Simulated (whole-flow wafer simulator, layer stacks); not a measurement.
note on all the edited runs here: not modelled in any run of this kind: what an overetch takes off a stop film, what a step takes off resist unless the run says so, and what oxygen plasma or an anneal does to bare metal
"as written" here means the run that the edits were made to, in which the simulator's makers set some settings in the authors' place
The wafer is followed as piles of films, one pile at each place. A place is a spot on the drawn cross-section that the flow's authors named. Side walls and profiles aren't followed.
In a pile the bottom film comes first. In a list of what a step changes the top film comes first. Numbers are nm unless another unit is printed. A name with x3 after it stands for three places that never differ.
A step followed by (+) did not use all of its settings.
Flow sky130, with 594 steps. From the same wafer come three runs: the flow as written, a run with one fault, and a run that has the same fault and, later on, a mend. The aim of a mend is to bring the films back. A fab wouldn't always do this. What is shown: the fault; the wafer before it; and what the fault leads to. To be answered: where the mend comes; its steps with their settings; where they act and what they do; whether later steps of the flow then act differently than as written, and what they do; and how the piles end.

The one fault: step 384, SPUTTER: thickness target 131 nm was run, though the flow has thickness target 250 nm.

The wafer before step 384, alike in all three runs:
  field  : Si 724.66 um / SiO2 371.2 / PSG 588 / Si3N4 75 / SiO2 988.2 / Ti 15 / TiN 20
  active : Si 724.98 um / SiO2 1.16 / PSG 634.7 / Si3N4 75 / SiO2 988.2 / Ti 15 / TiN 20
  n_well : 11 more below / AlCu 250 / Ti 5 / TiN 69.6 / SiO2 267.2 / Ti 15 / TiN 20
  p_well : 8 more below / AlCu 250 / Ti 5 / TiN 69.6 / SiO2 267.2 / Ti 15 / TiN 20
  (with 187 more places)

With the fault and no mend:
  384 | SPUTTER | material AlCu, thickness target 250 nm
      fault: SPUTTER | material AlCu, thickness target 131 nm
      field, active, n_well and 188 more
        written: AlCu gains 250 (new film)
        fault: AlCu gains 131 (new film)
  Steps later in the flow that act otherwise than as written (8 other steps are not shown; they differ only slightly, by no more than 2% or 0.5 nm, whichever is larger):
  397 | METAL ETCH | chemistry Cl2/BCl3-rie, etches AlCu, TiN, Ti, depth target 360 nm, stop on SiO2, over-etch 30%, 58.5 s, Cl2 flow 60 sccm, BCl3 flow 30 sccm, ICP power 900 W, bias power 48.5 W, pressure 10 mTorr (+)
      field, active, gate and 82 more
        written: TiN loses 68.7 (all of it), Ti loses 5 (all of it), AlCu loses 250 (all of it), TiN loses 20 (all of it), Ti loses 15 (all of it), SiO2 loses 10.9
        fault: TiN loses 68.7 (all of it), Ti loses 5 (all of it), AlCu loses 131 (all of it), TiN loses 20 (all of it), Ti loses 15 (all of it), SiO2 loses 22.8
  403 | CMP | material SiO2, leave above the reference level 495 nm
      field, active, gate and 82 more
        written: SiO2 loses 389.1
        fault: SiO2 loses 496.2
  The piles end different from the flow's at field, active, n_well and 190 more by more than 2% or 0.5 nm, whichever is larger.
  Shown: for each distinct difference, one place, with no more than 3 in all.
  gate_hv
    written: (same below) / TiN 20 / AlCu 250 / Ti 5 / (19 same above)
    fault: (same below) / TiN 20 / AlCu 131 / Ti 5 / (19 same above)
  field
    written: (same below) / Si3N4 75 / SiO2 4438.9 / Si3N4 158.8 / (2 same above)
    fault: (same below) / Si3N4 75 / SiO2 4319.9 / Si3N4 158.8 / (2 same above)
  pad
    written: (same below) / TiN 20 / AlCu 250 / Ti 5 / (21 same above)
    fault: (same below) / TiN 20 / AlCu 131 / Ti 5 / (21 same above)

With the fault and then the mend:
  The mend stands after step 384.
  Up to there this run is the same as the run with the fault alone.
  384a | SPUTTER | material AlCu, thickness target 119 nm (the flow's step 384, run once more with other settings)
      field, active, n_well and 188 more
        AlCu gains 119
  None of the later steps of the flow acts differently than as written at any place that is followed.
  By the end, the piles equal the flow's at every place that both follow.
